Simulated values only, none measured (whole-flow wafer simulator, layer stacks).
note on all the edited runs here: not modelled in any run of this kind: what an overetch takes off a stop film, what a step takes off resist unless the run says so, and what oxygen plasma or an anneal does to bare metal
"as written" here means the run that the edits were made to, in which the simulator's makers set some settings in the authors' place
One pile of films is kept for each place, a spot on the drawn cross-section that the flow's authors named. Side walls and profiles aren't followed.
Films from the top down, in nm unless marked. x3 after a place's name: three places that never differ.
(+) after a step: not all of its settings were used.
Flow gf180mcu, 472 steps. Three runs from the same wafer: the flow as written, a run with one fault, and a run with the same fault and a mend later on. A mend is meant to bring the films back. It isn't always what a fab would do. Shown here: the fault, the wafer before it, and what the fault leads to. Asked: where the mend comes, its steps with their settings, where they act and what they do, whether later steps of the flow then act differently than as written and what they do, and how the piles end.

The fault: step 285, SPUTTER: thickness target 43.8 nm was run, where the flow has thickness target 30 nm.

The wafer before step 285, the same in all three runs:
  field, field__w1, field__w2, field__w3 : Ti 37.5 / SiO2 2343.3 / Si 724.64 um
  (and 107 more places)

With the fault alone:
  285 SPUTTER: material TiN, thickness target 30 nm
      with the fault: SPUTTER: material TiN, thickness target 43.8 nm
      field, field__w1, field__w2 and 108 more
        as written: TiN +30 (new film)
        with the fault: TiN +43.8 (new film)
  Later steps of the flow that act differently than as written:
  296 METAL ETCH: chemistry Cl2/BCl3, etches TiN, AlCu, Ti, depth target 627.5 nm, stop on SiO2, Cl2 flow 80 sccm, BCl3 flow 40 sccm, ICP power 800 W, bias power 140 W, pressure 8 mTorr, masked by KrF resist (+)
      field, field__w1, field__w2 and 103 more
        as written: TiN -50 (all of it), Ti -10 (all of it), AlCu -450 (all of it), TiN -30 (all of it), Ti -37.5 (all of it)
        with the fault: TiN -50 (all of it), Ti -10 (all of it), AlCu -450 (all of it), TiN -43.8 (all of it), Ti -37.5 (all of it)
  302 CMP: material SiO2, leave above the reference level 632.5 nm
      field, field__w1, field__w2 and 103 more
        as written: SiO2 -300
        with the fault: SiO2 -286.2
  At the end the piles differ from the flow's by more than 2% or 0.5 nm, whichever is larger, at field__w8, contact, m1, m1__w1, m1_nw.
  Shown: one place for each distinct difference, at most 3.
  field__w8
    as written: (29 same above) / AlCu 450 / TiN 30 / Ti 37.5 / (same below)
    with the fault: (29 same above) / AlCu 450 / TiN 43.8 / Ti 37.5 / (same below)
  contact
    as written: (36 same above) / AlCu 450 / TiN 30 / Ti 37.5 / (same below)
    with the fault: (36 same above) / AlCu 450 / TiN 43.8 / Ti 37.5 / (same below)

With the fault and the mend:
  The mend comes after step 285.
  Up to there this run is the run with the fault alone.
  285a METAL ETCH: chemistry Cl2/BCl3, etches TiN, AlCu, Ti, depth target 13.8 nm, Cl2 flow 80 sccm, BCl3 flow 40 sccm, ICP power 800 W, bias power 140 W, pressure 8 mTorr (the flow's step 260 once more, with other settings)
      field, field__w1, field__w2 and 108 more
        TiN -13.8
  No later step of the flow acts differently than as written at any place that is followed.
  At the end the piles are the same as the flow's at every place that both follow.
